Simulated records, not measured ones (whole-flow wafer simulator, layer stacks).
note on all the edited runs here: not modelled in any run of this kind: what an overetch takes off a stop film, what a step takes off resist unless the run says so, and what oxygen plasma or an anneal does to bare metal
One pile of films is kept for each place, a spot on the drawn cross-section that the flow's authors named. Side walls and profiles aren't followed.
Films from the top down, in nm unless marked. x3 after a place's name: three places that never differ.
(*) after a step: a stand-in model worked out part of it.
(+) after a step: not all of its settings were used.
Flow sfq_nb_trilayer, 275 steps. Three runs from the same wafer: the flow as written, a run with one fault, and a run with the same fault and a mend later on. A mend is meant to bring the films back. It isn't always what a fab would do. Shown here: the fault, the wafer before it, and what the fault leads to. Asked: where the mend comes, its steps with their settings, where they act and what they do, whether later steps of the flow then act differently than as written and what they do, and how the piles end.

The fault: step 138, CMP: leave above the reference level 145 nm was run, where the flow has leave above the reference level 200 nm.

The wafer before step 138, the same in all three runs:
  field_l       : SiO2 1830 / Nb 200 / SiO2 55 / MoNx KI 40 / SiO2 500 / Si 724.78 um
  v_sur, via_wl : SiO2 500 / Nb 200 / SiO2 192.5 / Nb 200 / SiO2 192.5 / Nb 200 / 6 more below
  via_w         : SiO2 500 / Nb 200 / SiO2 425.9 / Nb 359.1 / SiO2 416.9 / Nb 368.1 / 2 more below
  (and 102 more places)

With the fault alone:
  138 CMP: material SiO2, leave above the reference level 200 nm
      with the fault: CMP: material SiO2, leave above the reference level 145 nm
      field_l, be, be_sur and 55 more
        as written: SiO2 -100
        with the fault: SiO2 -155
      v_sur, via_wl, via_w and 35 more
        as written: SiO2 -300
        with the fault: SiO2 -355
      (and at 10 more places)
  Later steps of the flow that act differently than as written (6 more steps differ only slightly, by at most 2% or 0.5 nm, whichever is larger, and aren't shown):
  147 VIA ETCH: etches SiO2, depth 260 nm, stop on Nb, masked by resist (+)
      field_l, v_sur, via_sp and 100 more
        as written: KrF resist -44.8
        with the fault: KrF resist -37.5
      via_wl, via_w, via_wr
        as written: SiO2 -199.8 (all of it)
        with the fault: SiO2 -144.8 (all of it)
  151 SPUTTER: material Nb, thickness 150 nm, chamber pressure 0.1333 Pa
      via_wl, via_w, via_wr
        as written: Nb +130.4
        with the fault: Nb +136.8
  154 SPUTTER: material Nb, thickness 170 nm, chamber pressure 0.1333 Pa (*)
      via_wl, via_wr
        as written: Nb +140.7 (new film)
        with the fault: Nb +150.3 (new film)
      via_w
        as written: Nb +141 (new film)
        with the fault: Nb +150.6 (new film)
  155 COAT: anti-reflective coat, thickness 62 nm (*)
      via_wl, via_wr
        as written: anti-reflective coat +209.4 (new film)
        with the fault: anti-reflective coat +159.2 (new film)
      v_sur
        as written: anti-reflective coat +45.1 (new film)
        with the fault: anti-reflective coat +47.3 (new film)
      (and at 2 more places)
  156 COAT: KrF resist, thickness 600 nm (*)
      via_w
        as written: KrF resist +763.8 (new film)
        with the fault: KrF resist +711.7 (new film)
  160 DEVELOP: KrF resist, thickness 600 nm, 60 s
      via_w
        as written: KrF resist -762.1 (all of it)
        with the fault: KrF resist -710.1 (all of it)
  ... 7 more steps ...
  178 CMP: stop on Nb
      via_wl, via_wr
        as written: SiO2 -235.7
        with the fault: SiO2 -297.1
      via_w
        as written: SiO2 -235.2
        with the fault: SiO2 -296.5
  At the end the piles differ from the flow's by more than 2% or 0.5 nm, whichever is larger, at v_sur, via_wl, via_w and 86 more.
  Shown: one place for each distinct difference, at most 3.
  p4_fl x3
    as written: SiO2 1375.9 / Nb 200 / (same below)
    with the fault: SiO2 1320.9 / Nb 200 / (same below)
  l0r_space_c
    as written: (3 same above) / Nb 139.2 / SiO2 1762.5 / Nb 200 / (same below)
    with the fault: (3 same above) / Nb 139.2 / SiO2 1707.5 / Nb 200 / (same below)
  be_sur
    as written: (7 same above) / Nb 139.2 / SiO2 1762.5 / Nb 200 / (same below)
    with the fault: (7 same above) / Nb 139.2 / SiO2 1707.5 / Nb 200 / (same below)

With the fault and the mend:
  The mend comes after step 145.
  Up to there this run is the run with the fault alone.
  145a STRIP: over-ash 65%, gas O2, power 200 W (*)
      field_l, v_sur, via_sp and 100 more
        KrF resist -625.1 (all of it), anti-reflective coat -62 (all of it)
      via_wl, via_w, via_wr
        anti-reflective coat -62 (all of it)
  145b PECVD: material SiO2, thickness 55 nm, 150 C, 12.22 s, RF power 183.3 W, pressure 2.4 Torr, precursor SiH4/N2O (the flow's step 137 once more, with other settings)
      field_l, v_sur, via_wl and 103 more
        SiO2 +55
  145c COAT: anti-reflective coat, thickness 62 nm (the flow's step 140 once more)
      field_l, v_sur, via_wl and 103 more
        anti-reflective coat +62 (new film)
  145d COAT: KrF resist, thickness 650 nm (the flow's step 141 once more)
      field_l, v_sur, via_wl and 103 more
        KrF resist +650 (new film)
  145e SOFTBAKE: KrF resist (the flow's step 142 once more)
      changes no film at any place that is followed
  145f EXPOSE: photomask I4, dose 11.93 mJ/cm2, NA 0.6, wavelength 248 nm (*) (the flow's step 143 once more)
      changes no film at any place that is followed
  145g PEB: KrF resist, 90 s (the flow's step 144 once more)
      field_l, v_sur, via_wl and 103 more
        KrF resist -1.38
  145h DEVELOP: KrF resist, thickness 650 nm, 60 s (the flow's step 145 once more)
      field_l, v_sur, via_sp and 100 more
        KrF resist -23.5
      via_wl, via_w, via_wr
        KrF resist -648.6 (all of it)
  No later step of the flow acts differently than as written, at any place that is followed, by more than 2% or 0.5 nm, whichever is larger.
  At the end the piles are the same as the flow's at every place that both follow.
